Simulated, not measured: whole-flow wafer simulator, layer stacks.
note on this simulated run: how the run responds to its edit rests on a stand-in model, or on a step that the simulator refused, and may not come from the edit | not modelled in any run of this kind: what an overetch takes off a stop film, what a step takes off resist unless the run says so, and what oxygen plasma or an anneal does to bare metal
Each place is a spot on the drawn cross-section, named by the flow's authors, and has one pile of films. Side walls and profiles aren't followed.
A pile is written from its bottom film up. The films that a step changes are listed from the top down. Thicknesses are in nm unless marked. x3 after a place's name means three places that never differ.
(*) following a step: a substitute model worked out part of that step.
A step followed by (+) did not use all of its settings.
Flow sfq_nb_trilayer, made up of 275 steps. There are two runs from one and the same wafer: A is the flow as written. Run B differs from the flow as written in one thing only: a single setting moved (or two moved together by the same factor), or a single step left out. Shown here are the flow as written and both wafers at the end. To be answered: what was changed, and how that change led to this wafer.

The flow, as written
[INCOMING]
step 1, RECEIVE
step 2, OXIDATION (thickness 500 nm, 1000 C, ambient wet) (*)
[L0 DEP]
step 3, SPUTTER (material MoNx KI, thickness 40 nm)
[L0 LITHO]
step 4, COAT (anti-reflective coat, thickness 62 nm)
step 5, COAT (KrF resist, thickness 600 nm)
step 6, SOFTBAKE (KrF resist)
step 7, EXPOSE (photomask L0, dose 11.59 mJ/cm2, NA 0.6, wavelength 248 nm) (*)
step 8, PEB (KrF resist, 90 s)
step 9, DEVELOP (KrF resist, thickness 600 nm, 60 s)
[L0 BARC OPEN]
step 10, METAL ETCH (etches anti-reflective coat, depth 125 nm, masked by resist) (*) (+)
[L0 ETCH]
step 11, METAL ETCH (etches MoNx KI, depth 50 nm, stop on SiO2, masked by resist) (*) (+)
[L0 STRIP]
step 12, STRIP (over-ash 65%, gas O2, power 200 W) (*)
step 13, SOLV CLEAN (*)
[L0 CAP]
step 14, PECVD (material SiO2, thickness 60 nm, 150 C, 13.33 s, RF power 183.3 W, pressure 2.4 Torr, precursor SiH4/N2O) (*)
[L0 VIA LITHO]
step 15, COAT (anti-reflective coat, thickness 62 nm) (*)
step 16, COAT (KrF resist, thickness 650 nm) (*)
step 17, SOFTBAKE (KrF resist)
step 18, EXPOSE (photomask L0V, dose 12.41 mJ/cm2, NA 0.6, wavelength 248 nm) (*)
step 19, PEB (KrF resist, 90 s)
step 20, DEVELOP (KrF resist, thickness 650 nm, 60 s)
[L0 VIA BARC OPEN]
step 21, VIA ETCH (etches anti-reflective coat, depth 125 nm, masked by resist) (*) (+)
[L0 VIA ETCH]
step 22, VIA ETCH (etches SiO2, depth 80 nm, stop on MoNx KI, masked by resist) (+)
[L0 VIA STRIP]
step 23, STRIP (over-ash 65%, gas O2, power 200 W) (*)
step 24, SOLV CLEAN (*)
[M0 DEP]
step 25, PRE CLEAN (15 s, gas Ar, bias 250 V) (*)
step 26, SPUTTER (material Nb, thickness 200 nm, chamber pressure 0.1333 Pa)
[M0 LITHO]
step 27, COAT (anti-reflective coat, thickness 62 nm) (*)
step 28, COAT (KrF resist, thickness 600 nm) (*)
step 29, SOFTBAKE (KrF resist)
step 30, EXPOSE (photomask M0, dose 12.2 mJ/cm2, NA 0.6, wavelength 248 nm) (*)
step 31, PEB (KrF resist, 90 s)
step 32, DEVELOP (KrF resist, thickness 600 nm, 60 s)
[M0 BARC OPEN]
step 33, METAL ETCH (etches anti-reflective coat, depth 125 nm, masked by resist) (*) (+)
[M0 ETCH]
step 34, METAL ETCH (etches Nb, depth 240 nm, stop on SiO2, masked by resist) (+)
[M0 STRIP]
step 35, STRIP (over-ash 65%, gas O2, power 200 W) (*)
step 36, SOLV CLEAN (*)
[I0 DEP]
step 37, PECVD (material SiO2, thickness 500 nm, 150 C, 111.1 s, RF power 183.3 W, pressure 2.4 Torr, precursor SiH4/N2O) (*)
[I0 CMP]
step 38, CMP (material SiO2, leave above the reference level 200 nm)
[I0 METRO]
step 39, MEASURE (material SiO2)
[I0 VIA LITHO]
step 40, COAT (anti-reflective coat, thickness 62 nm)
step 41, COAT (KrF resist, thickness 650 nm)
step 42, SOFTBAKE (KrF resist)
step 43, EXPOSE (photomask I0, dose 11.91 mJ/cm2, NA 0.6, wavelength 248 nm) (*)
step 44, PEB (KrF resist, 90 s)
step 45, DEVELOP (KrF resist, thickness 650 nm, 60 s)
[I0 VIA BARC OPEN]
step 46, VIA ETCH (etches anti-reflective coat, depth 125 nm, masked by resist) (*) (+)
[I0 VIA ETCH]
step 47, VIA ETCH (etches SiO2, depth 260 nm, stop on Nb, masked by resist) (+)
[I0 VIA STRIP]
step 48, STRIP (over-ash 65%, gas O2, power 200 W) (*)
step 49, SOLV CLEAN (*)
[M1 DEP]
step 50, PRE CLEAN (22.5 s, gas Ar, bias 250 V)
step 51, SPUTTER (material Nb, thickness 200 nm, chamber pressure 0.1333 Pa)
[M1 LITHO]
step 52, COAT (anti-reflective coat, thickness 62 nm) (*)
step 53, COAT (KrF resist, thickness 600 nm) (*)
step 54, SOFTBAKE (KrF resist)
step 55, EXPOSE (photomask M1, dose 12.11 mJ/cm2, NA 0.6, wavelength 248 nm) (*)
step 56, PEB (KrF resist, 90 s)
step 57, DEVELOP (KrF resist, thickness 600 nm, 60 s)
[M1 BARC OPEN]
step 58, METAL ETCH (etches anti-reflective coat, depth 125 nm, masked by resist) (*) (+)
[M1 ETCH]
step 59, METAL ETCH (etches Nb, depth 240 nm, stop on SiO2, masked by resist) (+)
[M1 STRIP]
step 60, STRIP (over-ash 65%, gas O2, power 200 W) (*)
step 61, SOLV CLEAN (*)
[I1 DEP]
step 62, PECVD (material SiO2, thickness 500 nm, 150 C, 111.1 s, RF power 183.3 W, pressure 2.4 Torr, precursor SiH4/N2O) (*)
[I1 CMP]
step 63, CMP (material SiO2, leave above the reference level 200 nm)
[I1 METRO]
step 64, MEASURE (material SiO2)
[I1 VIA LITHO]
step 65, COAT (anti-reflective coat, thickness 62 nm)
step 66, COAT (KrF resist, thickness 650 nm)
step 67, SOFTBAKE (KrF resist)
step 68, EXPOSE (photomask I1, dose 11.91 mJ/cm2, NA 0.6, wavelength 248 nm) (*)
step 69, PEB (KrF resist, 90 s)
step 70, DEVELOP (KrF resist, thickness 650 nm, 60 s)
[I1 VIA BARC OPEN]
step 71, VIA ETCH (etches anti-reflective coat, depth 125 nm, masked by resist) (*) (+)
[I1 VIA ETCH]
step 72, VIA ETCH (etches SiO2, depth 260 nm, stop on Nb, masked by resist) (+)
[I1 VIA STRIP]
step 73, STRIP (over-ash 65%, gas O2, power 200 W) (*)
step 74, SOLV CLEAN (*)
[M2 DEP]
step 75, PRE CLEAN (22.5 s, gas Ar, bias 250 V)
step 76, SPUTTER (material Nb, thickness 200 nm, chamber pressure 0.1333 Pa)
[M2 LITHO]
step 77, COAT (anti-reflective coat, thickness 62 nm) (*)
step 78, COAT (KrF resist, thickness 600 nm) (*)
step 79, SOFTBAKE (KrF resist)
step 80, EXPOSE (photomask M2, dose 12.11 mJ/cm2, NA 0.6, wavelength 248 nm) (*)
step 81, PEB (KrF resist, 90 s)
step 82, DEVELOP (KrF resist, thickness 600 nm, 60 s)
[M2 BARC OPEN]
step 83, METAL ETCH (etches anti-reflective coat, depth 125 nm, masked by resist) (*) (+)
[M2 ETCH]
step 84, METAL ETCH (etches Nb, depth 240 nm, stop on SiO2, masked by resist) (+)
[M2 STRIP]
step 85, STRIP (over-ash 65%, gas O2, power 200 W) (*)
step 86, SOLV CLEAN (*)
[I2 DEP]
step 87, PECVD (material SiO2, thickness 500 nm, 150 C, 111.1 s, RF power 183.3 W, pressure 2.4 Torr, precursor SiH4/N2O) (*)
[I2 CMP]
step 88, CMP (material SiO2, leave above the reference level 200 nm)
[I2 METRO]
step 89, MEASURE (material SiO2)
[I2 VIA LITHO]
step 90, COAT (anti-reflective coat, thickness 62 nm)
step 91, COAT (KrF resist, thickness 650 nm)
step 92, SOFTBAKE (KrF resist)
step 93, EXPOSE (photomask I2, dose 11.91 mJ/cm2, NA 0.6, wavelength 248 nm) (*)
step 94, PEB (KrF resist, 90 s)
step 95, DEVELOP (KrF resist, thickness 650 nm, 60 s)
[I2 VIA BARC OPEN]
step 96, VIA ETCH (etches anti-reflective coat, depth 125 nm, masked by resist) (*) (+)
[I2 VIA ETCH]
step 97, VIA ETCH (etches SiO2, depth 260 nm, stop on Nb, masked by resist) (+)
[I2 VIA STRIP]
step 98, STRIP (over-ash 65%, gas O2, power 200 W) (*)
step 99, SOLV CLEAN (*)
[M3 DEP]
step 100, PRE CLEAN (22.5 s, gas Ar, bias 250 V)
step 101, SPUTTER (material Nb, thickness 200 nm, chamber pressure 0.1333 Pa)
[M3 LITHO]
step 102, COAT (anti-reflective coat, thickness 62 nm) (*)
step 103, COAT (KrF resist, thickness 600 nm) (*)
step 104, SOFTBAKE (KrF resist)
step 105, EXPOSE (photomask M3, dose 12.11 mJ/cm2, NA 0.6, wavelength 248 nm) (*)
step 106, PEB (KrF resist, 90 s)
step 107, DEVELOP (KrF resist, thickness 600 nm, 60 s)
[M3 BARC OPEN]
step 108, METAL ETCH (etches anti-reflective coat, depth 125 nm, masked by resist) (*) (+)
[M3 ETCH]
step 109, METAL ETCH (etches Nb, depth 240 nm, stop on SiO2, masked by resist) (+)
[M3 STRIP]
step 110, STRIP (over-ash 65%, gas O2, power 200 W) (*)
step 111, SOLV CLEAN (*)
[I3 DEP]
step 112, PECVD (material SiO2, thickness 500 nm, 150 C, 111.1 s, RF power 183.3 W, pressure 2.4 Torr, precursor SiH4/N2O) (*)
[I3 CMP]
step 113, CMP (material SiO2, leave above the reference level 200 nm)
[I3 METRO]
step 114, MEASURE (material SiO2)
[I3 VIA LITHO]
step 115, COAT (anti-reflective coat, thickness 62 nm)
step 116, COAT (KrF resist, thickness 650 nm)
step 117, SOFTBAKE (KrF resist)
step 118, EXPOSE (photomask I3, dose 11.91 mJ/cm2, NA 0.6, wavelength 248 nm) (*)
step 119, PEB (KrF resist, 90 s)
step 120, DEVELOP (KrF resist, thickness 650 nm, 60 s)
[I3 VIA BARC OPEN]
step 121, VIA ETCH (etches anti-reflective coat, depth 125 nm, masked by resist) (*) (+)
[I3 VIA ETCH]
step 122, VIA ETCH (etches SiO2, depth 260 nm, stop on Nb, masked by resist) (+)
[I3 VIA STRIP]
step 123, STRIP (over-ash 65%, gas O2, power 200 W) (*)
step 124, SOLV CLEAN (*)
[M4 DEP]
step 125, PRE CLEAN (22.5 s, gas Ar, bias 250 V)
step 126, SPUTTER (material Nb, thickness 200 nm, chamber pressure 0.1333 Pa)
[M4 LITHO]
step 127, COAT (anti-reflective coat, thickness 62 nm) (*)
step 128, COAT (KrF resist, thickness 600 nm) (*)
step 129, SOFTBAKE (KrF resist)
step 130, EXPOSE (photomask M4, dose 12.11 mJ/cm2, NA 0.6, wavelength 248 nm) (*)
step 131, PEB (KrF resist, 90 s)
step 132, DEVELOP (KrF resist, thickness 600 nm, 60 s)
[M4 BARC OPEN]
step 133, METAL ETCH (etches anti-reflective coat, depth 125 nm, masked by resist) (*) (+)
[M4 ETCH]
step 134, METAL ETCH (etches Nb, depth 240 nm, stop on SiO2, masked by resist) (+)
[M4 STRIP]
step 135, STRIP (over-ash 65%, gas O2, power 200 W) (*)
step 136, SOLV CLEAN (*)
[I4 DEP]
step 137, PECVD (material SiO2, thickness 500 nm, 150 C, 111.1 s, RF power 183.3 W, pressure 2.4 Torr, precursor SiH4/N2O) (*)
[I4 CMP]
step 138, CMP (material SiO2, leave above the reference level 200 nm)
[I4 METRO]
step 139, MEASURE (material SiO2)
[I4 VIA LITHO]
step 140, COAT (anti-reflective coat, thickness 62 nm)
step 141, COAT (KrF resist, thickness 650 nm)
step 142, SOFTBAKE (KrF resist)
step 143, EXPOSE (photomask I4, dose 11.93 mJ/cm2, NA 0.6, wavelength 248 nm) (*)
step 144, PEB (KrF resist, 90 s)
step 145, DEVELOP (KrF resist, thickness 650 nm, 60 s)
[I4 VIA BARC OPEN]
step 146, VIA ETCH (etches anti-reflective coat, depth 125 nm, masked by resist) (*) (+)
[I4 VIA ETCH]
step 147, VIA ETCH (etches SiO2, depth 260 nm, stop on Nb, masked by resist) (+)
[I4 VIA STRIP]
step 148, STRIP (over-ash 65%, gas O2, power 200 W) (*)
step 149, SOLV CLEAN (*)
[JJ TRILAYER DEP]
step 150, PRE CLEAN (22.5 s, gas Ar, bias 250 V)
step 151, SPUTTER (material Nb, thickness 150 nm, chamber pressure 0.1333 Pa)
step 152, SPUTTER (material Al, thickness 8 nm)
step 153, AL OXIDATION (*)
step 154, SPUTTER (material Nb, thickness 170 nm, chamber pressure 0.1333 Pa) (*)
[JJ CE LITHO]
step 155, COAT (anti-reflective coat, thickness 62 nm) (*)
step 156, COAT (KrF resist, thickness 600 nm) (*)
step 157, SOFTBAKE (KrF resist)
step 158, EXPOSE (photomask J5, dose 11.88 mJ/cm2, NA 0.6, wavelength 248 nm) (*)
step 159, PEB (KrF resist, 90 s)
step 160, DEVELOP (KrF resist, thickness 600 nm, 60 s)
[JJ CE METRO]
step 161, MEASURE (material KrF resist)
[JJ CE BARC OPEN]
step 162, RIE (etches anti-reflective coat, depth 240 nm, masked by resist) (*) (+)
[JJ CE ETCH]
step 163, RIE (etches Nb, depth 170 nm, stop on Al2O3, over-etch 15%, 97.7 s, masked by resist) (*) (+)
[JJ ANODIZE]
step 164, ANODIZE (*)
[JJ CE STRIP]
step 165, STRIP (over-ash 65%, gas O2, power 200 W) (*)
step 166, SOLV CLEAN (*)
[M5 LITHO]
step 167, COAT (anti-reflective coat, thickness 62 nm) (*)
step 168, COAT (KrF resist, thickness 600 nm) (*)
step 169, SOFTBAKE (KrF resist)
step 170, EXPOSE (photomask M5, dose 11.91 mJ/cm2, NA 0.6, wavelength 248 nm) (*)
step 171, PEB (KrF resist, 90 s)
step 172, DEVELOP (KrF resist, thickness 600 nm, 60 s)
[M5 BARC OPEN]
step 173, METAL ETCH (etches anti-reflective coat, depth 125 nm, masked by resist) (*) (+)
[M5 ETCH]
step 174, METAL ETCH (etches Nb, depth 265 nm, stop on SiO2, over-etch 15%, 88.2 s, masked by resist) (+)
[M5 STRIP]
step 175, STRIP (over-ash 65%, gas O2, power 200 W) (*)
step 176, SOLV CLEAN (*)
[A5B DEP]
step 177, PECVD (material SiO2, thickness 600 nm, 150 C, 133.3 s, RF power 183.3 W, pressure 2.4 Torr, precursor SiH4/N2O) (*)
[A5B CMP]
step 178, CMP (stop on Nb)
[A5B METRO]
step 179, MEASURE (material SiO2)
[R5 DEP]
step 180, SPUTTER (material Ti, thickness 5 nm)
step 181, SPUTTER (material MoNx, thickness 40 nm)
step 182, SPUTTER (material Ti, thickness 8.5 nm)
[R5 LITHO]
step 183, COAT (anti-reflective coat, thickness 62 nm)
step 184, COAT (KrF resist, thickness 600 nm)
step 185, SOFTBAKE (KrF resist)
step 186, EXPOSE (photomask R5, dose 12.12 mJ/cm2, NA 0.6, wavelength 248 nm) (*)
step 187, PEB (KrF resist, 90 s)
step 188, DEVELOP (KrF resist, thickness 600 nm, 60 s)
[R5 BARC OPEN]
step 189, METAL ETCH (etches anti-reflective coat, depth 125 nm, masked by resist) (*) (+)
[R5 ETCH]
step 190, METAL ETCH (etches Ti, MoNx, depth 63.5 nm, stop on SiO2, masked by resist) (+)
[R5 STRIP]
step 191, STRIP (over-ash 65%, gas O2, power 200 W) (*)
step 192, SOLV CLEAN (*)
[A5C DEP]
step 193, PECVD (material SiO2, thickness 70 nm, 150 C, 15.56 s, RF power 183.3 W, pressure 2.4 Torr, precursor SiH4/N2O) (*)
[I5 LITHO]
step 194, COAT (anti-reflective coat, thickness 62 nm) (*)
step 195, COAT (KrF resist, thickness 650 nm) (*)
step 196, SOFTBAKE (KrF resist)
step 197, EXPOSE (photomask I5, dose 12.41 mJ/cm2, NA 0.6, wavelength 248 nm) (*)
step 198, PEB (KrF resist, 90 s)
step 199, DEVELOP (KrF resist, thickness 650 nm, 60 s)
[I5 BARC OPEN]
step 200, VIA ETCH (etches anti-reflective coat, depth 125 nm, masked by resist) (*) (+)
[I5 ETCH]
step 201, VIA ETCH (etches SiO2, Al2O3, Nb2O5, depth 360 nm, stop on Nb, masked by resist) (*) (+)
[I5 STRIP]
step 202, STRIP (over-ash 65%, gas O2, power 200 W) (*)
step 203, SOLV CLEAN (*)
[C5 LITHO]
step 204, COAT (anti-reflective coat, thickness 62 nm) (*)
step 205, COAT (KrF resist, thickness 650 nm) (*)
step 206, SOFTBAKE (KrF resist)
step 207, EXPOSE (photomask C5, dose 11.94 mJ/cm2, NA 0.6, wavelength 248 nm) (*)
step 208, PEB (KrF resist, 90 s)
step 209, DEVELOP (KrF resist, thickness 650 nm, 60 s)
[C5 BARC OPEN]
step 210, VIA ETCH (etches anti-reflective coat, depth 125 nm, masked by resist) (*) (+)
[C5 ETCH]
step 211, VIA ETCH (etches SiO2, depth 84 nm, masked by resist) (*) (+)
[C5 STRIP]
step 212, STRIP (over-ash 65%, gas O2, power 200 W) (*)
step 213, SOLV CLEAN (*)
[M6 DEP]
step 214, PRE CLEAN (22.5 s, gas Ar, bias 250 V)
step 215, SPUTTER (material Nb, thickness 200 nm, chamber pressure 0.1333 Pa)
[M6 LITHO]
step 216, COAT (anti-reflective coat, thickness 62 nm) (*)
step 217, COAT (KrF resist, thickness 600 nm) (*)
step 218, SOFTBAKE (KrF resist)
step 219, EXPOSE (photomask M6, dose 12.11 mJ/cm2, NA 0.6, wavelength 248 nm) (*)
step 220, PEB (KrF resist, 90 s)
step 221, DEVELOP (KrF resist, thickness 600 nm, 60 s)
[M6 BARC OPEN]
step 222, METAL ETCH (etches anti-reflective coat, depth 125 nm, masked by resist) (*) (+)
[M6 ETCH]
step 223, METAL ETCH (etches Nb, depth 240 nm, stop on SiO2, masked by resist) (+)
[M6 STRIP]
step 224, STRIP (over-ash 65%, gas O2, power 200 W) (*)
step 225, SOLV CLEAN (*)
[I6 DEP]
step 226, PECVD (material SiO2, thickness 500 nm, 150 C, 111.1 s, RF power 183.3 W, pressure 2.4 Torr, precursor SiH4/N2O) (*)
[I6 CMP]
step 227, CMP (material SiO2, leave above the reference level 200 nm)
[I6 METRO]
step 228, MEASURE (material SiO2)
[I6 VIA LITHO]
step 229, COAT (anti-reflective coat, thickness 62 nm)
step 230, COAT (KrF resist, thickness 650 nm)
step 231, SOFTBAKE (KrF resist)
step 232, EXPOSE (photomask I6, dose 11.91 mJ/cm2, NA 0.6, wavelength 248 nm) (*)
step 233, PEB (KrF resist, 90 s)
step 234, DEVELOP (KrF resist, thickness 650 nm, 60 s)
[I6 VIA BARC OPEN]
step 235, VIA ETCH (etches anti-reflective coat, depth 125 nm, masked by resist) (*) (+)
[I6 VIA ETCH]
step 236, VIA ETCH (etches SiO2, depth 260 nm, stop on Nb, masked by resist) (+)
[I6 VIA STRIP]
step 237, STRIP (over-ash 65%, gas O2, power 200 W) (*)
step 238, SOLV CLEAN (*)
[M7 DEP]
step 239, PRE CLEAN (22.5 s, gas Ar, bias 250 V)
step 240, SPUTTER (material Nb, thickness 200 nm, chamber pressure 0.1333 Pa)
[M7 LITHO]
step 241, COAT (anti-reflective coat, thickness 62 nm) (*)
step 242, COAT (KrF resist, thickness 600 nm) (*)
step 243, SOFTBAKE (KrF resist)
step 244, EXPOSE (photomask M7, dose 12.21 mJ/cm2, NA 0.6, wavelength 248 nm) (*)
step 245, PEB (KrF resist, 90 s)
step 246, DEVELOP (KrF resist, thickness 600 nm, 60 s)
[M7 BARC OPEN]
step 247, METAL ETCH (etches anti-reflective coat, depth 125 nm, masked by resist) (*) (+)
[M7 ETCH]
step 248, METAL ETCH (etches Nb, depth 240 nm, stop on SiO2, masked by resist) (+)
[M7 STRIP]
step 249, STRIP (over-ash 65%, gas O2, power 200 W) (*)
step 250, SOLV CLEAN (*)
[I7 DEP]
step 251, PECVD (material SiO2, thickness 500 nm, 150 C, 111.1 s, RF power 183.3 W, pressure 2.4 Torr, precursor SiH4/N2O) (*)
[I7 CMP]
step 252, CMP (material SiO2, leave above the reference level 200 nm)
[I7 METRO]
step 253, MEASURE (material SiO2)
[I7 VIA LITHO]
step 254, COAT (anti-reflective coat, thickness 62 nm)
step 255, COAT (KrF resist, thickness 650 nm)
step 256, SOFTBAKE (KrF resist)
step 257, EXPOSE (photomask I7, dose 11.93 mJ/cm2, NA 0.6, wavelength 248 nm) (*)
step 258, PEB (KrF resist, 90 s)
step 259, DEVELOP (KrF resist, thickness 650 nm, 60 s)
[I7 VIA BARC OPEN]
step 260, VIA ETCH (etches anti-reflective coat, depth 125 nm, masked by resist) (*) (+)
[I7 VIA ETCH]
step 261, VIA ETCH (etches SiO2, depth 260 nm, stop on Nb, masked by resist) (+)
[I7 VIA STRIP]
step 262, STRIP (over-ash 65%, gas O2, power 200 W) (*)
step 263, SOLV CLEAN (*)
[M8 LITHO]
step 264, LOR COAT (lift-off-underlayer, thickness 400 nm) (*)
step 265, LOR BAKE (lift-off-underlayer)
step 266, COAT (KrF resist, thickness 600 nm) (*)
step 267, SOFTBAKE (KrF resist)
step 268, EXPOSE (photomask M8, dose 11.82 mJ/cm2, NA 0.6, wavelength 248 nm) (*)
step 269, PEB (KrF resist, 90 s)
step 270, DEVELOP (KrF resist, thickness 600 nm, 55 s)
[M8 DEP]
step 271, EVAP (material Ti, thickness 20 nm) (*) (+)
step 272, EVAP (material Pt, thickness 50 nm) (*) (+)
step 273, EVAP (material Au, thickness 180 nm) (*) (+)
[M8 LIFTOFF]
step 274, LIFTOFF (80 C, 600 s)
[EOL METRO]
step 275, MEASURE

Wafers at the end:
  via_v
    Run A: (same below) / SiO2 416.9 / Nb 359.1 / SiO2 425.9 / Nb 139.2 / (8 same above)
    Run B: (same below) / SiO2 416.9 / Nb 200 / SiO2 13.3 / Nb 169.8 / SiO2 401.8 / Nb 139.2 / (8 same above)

The reason: step 122, VIA ETCH: depth 179 nm was run, whereas the flow has depth 260 nm.

How this came from the change, step by step:
  step 122, VIA ETCH (etches SiO2, depth 260 nm, stop on Nb, masked by resist) (+)
      via_v: A -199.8 SiO2 (all of it) | B -179 SiO2
      field_l, v_sur, via_wl and 102 more: A -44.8 KrF resist | B -30.9 KrF resist
  step 123, STRIP (over-ash 65%, gas O2, power 200 W) (*)
      field_l, v_sur, via_wl and 102 more: A -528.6 KrF resist (all of it), -62 anti-reflective coat (all of it) | B -542.6 KrF resist (all of it), -62 anti-reflective coat (all of it)
  step 125, PRE CLEAN (22.5 s, gas Ar, bias 250 V)
      via_v: A -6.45 Nb | B -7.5 SiO2
  step 126, SPUTTER (material Nb, thickness 200 nm, chamber pressure 0.1333 Pa)
      via_v: A +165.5 Nb | B +169.8 Nb (new film)
  step 127, COAT (anti-reflective coat, thickness 62 nm) (*)
      via_v: A +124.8 anti-reflective coat (new film) | B +114.1 anti-reflective coat (new film)
      wire: A +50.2 anti-reflective coat (new film) | B +48.8 anti-reflective coat (new film)
  step 135, STRIP (over-ash 65%, gas O2, power 200 W) (*)
      via_v: A -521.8 KrF resist (all of it), -124.8 anti-reflective coat (all of it) | B -510 KrF resist (all of it), -114.1 anti-reflective coat (all of it)
      wire: A -374.5 KrF resist (all of it), -50.2 anti-reflective coat (all of it) | B -376.6 KrF resist (all of it), -48.8 anti-reflective coat (all of it)
  step 137, PECVD (material SiO2, thickness 500 nm, 150 C, 111.1 s, RF power 183.3 W, pressure 2.4 Torr, precursor SiH4/N2O) (*)
      via_v: A +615 SiO2 (new film) | B +566.4 SiO2 (new film)
  step 138, CMP (material SiO2, leave above the reference level 200 nm)
      via_v: A -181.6 SiO2 | B -157.1 SiO2
If metal films that touch count as one body, via_v has 7 bodies (between them, from the top down: SiO2 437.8; SiO2 209 / Al2O3 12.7 / Nb2O5 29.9; SiO2 401.8; SiO2 13.3; SiO2 416.9; SiO2 192.5); the flow as written gives 6 bodies (between them, from the top down: SiO2 437.8; SiO2 209 / Al2O3 12.7 / Nb2O5 29.9; SiO2 425.9; SiO2 416.9; SiO2 192.5).
